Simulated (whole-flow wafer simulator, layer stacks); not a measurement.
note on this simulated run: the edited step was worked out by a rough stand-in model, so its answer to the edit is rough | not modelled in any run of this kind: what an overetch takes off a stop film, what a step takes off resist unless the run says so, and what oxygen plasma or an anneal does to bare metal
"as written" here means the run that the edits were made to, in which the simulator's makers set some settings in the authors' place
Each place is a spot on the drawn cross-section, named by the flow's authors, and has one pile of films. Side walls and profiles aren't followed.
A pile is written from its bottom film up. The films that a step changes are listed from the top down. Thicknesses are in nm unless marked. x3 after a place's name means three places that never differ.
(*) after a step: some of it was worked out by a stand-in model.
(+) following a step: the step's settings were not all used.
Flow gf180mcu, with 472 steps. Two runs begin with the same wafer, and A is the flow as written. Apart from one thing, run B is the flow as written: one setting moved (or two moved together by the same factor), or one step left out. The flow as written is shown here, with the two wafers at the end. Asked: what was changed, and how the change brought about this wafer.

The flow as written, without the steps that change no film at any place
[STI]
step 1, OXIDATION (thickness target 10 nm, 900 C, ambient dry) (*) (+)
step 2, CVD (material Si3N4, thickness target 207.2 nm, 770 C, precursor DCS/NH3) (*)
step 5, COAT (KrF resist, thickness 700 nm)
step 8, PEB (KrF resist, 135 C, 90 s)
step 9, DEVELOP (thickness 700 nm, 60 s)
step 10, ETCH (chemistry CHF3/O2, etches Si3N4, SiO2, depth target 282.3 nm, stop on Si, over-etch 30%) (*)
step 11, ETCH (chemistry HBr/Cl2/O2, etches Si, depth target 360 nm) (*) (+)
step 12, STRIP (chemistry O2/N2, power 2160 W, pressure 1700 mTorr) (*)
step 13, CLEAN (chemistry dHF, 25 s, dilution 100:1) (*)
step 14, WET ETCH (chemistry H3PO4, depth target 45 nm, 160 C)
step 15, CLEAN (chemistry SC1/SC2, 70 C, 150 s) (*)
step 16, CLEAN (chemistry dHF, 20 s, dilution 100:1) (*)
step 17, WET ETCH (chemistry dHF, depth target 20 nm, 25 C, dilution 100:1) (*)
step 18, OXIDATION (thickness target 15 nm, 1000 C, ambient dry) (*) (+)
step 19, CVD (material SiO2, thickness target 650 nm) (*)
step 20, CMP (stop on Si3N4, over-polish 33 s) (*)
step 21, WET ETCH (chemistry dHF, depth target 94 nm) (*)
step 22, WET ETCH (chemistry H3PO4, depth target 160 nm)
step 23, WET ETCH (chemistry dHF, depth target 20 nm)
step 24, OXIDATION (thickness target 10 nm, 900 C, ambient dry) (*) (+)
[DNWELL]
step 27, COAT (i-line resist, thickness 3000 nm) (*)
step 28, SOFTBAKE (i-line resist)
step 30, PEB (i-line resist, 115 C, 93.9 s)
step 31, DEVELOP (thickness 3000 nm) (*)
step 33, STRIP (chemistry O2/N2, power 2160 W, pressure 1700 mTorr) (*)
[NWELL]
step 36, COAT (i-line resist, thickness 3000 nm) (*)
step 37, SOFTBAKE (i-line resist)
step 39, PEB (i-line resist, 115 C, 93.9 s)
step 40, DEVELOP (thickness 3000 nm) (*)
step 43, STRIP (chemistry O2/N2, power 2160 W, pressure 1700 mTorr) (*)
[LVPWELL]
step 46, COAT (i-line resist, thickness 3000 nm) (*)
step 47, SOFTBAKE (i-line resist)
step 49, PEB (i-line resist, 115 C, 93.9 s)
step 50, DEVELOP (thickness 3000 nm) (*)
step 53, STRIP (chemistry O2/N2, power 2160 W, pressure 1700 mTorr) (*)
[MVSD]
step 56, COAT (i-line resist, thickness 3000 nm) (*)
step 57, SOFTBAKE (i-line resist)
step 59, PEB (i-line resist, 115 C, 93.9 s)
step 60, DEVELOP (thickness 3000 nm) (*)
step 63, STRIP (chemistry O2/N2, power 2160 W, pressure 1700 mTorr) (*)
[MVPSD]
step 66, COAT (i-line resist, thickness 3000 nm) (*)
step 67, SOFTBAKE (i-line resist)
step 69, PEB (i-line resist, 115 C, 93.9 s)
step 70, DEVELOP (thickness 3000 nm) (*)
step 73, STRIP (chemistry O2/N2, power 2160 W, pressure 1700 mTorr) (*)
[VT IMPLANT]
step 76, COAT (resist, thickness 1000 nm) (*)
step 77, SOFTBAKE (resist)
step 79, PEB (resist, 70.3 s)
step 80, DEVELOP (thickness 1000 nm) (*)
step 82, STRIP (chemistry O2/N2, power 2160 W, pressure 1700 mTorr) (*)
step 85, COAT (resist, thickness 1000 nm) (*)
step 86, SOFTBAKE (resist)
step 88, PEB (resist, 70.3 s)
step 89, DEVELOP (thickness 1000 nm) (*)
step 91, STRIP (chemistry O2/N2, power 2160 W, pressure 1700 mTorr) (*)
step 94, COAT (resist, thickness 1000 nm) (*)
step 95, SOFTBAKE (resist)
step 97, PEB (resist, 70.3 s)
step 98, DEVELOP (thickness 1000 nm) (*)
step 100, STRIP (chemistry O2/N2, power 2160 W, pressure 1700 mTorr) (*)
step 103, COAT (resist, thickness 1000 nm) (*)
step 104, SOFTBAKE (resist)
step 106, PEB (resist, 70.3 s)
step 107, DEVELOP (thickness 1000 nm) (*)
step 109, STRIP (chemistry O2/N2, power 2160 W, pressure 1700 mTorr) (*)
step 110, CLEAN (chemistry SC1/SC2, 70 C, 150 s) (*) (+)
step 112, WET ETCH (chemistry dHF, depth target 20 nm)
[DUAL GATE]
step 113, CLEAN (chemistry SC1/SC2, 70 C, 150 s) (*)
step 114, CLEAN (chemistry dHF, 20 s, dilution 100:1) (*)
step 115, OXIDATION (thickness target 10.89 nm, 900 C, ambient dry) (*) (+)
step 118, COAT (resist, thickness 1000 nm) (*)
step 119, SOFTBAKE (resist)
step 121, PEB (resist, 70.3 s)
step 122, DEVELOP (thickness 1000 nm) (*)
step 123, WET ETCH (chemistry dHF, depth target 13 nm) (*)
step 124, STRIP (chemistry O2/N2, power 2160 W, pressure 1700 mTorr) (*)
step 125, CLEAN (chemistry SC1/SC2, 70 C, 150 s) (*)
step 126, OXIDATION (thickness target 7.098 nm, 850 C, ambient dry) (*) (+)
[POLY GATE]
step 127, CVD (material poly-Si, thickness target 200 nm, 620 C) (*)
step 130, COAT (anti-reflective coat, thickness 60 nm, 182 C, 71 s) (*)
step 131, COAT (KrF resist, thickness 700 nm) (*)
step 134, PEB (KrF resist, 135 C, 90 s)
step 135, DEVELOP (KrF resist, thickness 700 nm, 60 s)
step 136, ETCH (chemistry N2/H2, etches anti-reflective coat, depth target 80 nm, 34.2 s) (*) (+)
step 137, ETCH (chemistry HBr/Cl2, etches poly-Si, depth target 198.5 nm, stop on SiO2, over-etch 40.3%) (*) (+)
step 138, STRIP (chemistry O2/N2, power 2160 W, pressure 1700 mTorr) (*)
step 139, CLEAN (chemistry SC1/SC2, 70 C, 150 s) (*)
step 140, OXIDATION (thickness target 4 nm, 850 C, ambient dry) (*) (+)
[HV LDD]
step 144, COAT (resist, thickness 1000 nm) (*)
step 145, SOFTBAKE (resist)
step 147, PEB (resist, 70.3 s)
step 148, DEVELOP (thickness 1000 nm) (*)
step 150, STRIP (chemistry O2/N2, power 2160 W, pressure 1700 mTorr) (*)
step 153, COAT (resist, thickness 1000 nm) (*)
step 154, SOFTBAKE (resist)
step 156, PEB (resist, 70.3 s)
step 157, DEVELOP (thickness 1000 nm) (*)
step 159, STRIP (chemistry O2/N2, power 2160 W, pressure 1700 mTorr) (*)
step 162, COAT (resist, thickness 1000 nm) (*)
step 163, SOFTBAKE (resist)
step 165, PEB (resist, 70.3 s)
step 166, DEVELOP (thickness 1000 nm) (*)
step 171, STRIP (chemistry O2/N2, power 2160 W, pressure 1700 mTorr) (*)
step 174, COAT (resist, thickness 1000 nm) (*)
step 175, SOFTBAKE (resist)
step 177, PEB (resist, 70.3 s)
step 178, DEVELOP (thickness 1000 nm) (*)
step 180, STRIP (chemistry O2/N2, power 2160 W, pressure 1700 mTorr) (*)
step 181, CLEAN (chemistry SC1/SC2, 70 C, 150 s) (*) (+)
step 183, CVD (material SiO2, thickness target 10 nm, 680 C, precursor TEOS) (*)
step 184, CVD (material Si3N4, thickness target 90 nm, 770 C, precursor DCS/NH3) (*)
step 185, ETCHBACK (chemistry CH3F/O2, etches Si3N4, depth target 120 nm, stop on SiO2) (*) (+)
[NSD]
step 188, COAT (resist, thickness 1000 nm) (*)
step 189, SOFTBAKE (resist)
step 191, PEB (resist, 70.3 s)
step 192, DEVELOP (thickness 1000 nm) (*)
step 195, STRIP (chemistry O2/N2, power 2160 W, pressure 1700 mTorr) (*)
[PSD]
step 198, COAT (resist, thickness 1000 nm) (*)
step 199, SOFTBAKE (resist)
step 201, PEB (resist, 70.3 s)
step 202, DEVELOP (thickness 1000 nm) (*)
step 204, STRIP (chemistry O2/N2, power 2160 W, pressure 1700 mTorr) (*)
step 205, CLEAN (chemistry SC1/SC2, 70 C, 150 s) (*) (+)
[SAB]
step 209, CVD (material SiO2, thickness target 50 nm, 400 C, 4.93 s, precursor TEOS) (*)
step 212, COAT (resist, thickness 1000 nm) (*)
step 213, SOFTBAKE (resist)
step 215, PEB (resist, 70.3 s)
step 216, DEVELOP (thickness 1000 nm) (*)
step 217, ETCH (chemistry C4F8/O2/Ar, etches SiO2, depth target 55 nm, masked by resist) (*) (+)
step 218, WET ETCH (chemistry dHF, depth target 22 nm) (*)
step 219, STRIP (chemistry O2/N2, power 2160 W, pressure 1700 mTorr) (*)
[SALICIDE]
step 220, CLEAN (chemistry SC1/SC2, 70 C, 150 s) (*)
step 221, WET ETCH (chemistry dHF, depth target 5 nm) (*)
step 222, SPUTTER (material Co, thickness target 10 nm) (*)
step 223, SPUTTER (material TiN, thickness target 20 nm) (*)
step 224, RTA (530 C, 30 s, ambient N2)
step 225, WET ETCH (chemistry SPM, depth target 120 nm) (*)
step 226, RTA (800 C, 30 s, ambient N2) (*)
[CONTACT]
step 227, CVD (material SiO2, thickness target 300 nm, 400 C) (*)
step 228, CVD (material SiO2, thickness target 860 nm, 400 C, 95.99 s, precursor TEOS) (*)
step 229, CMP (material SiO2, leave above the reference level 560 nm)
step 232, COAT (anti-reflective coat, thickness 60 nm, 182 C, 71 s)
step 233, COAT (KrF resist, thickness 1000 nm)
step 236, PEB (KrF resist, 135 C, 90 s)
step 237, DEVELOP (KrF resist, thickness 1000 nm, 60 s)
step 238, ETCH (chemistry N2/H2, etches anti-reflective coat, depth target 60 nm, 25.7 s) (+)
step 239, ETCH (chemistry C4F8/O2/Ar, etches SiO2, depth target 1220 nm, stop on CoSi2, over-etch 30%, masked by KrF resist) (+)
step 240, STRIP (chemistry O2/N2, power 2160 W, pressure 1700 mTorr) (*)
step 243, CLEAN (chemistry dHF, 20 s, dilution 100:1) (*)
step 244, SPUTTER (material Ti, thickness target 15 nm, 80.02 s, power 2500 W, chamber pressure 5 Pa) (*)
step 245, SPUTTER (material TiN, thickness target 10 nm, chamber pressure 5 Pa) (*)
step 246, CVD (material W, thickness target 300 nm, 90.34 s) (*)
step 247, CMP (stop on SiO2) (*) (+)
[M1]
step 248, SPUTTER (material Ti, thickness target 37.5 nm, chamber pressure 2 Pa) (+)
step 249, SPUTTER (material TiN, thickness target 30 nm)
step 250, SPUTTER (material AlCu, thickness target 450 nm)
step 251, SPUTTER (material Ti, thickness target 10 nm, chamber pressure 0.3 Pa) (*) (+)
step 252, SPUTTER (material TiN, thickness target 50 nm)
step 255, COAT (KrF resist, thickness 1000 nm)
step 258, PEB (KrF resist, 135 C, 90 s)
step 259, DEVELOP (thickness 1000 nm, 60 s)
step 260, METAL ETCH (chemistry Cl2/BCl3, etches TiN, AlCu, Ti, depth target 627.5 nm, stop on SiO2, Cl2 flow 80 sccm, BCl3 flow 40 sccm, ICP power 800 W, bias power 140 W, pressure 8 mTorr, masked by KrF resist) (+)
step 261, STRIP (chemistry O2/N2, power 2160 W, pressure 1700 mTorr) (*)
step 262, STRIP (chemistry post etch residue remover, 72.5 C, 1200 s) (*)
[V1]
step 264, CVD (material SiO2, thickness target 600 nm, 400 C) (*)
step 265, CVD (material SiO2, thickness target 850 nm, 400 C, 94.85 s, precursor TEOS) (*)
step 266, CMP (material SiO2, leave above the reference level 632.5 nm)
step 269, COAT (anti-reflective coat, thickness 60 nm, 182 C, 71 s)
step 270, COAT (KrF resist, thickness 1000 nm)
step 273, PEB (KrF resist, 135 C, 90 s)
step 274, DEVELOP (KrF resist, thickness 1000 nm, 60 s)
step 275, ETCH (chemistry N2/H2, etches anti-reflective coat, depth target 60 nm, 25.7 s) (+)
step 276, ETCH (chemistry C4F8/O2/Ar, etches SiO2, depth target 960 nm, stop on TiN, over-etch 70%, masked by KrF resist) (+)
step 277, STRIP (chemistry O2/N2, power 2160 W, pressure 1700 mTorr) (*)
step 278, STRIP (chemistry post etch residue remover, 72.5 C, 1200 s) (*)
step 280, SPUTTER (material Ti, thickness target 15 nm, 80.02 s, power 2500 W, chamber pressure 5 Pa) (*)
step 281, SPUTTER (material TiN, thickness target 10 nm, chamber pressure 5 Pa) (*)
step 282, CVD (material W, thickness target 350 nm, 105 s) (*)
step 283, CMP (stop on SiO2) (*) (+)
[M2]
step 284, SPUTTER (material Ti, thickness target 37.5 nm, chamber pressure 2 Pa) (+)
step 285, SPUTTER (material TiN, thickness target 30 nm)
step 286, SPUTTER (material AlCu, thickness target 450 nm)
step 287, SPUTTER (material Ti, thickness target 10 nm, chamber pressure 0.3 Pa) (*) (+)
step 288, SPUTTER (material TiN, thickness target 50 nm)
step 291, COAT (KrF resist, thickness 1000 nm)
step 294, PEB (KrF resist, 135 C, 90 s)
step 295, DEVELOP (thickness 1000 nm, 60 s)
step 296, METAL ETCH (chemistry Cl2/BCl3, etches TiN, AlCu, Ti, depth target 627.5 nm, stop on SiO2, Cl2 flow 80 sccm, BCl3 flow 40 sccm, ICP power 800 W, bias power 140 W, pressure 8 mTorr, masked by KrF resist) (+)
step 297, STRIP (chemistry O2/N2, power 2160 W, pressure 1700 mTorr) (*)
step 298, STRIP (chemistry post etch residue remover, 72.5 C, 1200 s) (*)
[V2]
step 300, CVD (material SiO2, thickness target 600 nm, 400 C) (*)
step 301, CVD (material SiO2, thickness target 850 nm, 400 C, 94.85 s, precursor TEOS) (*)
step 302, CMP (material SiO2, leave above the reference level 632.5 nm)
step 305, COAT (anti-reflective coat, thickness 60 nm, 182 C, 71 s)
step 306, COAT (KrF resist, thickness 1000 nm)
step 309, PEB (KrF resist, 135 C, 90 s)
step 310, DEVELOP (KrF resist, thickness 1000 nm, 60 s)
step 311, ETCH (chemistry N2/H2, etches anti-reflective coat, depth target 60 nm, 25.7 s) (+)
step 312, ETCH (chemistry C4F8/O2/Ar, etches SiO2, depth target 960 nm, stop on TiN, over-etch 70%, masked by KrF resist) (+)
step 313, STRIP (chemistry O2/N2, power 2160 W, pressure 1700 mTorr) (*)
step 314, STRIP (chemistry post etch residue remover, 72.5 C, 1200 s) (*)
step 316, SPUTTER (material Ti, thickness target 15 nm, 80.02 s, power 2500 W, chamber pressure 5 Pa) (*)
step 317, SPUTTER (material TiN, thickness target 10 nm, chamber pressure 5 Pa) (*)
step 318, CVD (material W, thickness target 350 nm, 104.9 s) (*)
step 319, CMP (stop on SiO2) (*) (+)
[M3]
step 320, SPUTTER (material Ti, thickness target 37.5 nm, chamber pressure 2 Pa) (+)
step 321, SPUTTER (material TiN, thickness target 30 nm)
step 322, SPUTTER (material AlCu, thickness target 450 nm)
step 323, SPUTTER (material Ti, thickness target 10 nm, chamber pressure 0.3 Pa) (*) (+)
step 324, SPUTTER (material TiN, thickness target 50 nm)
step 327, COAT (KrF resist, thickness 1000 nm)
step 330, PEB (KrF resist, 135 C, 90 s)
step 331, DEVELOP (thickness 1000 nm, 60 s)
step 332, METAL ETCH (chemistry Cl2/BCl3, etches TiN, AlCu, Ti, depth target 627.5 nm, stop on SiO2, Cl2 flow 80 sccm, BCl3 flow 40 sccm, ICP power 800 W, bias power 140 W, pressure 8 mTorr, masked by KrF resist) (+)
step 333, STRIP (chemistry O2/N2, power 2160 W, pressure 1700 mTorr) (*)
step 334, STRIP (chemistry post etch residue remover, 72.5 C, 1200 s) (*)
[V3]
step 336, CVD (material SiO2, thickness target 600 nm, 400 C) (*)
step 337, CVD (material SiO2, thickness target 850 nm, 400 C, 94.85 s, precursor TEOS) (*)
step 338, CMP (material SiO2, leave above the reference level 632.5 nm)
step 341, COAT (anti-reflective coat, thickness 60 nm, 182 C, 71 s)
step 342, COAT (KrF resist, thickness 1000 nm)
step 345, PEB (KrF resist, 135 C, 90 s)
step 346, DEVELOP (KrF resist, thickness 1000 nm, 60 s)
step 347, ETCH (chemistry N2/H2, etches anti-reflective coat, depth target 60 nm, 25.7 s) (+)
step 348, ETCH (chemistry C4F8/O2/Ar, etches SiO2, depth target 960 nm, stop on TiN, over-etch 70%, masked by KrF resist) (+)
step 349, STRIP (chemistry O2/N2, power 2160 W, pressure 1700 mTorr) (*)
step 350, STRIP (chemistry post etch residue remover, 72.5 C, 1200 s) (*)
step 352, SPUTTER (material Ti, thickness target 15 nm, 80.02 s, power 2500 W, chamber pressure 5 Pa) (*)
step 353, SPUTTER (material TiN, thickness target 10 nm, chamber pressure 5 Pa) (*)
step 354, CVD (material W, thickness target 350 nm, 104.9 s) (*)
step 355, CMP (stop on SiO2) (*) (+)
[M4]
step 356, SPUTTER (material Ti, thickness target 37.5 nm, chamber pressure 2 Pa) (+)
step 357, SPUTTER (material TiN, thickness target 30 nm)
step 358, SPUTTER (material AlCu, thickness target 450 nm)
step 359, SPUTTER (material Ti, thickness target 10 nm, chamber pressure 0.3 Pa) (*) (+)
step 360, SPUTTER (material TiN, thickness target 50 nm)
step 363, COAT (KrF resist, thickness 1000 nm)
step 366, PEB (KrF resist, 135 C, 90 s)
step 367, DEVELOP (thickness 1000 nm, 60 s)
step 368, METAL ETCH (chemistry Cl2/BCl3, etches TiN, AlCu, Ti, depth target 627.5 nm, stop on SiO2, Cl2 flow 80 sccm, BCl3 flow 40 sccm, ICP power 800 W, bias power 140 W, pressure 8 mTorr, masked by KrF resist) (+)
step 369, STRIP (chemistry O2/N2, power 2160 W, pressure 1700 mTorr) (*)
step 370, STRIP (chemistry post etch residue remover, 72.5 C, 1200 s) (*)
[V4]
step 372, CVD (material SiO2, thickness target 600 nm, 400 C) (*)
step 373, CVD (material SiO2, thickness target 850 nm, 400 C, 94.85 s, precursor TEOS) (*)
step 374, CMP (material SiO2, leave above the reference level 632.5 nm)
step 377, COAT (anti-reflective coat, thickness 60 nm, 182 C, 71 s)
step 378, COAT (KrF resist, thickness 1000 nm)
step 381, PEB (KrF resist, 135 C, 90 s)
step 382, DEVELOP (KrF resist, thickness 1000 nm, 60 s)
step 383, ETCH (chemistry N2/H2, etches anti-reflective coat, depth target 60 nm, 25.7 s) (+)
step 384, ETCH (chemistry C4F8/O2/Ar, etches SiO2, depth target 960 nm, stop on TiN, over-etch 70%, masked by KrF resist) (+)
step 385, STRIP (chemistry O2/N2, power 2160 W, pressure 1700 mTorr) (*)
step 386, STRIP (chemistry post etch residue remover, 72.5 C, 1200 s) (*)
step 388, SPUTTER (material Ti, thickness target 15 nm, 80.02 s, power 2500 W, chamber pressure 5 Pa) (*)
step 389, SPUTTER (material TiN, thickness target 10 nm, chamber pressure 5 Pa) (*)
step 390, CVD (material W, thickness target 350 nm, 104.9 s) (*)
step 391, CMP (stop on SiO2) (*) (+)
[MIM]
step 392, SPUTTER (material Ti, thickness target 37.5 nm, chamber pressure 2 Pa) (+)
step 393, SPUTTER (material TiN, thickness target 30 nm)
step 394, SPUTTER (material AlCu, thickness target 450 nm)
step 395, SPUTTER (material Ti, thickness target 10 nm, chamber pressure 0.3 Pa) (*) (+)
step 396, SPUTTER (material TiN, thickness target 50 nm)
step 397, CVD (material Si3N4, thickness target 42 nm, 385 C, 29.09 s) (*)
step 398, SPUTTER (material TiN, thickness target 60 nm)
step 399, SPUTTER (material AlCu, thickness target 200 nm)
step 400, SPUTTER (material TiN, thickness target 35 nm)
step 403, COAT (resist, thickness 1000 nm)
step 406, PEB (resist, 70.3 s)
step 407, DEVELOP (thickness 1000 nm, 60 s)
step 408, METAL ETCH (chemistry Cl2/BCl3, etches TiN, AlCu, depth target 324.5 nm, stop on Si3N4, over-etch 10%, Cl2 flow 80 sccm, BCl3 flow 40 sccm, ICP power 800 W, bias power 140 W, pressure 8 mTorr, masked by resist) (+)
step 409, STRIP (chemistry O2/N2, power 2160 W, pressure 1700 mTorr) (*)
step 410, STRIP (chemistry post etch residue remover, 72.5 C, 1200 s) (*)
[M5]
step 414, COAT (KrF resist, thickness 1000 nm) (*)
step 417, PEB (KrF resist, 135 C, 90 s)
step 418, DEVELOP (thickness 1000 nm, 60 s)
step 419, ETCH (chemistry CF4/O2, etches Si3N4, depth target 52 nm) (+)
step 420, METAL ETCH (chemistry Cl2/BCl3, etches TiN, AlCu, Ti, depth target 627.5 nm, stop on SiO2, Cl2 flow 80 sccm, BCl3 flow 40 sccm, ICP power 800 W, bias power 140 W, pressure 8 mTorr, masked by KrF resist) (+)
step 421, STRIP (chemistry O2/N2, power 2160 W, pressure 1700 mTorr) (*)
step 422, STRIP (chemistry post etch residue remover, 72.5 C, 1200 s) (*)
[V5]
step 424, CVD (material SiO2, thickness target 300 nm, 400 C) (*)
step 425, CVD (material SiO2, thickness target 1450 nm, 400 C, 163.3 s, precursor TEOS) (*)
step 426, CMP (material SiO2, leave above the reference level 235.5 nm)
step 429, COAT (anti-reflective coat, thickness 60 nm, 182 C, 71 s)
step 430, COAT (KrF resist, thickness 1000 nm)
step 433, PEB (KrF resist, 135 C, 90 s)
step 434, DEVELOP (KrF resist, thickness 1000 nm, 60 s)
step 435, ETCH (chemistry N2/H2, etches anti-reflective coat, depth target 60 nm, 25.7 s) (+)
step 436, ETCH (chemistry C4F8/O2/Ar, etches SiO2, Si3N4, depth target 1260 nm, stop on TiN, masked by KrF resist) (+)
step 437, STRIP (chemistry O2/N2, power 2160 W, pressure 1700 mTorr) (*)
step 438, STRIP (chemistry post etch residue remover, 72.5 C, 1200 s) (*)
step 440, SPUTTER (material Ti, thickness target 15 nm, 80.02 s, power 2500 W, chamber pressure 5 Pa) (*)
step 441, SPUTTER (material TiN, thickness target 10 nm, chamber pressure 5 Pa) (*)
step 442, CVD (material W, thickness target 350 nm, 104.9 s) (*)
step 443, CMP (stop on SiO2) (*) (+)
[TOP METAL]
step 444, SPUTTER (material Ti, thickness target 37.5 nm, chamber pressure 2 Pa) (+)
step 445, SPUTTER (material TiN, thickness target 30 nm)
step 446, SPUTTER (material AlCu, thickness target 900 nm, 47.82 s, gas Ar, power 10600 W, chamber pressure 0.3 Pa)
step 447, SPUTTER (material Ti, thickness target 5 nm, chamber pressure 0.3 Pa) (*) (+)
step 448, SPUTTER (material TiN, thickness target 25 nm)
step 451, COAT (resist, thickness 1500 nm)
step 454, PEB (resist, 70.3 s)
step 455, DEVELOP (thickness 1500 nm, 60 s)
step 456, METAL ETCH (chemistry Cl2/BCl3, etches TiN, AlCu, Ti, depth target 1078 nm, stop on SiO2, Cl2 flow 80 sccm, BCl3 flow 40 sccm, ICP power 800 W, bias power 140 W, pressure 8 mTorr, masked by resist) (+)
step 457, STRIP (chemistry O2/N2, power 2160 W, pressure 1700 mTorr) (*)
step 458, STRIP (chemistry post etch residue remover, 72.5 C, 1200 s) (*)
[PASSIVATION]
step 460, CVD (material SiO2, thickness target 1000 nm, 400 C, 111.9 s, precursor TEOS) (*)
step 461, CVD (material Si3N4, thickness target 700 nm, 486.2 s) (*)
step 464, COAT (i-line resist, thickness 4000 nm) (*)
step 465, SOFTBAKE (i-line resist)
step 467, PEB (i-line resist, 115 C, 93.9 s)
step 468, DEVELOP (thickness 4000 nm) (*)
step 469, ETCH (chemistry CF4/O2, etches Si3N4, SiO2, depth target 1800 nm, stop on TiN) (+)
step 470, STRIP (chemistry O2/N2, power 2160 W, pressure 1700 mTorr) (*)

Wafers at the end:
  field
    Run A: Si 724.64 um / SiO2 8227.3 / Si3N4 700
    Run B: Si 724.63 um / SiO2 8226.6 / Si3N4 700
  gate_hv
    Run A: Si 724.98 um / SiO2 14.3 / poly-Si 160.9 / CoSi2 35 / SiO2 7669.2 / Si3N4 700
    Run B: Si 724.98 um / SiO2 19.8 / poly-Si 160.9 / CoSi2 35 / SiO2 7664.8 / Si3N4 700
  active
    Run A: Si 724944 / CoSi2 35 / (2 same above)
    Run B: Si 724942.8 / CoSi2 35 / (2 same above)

What caused this: step 115, OXIDATION: 945 C was run, while the flow as written has 900 C.

Step by step, how the change led to this:
  step 115, OXIDATION (thickness target 10.89 nm, 900 C, ambient dry) (*) (+)
      active, n_well, p_well and 40 more: A +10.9 SiO2 (new film), -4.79 Si | B +16.9 SiO2 (new film), -7.43 Si
      sti, mim_1p0, pad and 19 more: A +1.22 SiO2, -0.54 Si | B +2.54 SiO2, -1.12 Si
      (also at 27 further places)
  step 123, WET ETCH (chemistry dHF, depth target 13 nm) (*)
      active, n_well, p_well and 12 more: A -10.9 SiO2 (all of it) | B -13 SiO2
  step 124, STRIP (chemistry O2/N2, power 2160 W, pressure 1700 mTorr) (*)
      active, n_well, p_well and 12 more: A +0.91 chemical SiO2 (new film), -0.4 Si | B nothing
  step 126, OXIDATION (thickness target 7.098 nm, 850 C, ambient dry) (*) (+)
      active, n_well, p_well and 12 more: A +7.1 SiO2 (new film), -0.76 chemical SiO2 (all of it), -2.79 Si | B +4.65 SiO2, -2.05 Si
  step 130, COAT (anti-reflective coat, thickness 60 nm, 182 C, 71 s) (*)
      p_well, spacer, sd_n: A +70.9 anti-reflective coat (new film) | B +72.4 anti-reflective coat (new film)
      ldn_fp, ldp_fp: A +48.5 anti-reflective coat (new film) | B +49.7 anti-reflective coat (new film)
      (also at 11 further places)
  step 136, ETCH (chemistry N2/H2, etches anti-reflective coat, depth target 80 nm, 34.2 s) (*) (+)
      p_well, spacer, sd_n: A -70.9 anti-reflective coat (all of it), -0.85 poly-Si | B -72.4 anti-reflective coat (all of it), -0.81 poly-Si
      ldn_dft, ldp_dft: A -48.7 anti-reflective coat (all of it), -1.42 poly-Si | B -49.9 anti-reflective coat (all of it), -1.39 poly-Si
      (also at 6 further places)
  step 138, STRIP (chemistry O2/N2, power 2160 W, pressure 1700 mTorr) (*)
      ld_fp_n: A +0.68 chemical SiO2 (new film), -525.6 KrF resist (all of it), -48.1 anti-reflective coat (all of it), -0.3 poly-Si | B +0.68 chemical SiO2 (new film), -525.6 KrF resist (all of it), -49.1 anti-reflective coat (all of it), -0.3 poly-Si
      ld_fp_p: A +0.68 chemical SiO2 (new film), -526.2 KrF resist (all of it), -47.8 anti-reflective coat (all of it), -0.3 poly-Si | B +0.68 chemical SiO2 (new film), -525.9 KrF resist (all of it), -49.2 anti-reflective coat (all of it), -0.3 poly-Si
      (also at 3 further places)
  step 189, SOFTBAKE (resist)
      field__w9: A +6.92 resist | B -3.06 resist
      active_nat: A +5.49 resist | B +9.35 resist
  step 199, SOFTBAKE (resist)
      field__w9: A +6.92 resist | B -3.06 resist
      active_nat: A +5.49 resist | B +9.35 resist
  step 218, WET ETCH (chemistry dHF, depth target 22 nm) (*)
      active, p_well, sd_n, iso_ptap_pw, iso_ntap_nw, iso_ptap_sub, vpnp_e: A -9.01 SiO2 (all of it) | B -10.1 SiO2 (all of it)
      ldn_tap, ldn_src, ldn_drn, ldp_tap, ldp_src, ldp_drn, ldp_gr: A -16 SiO2 (all of it) | B -21.5 SiO2 (all of it)
      (also at 9 further places)
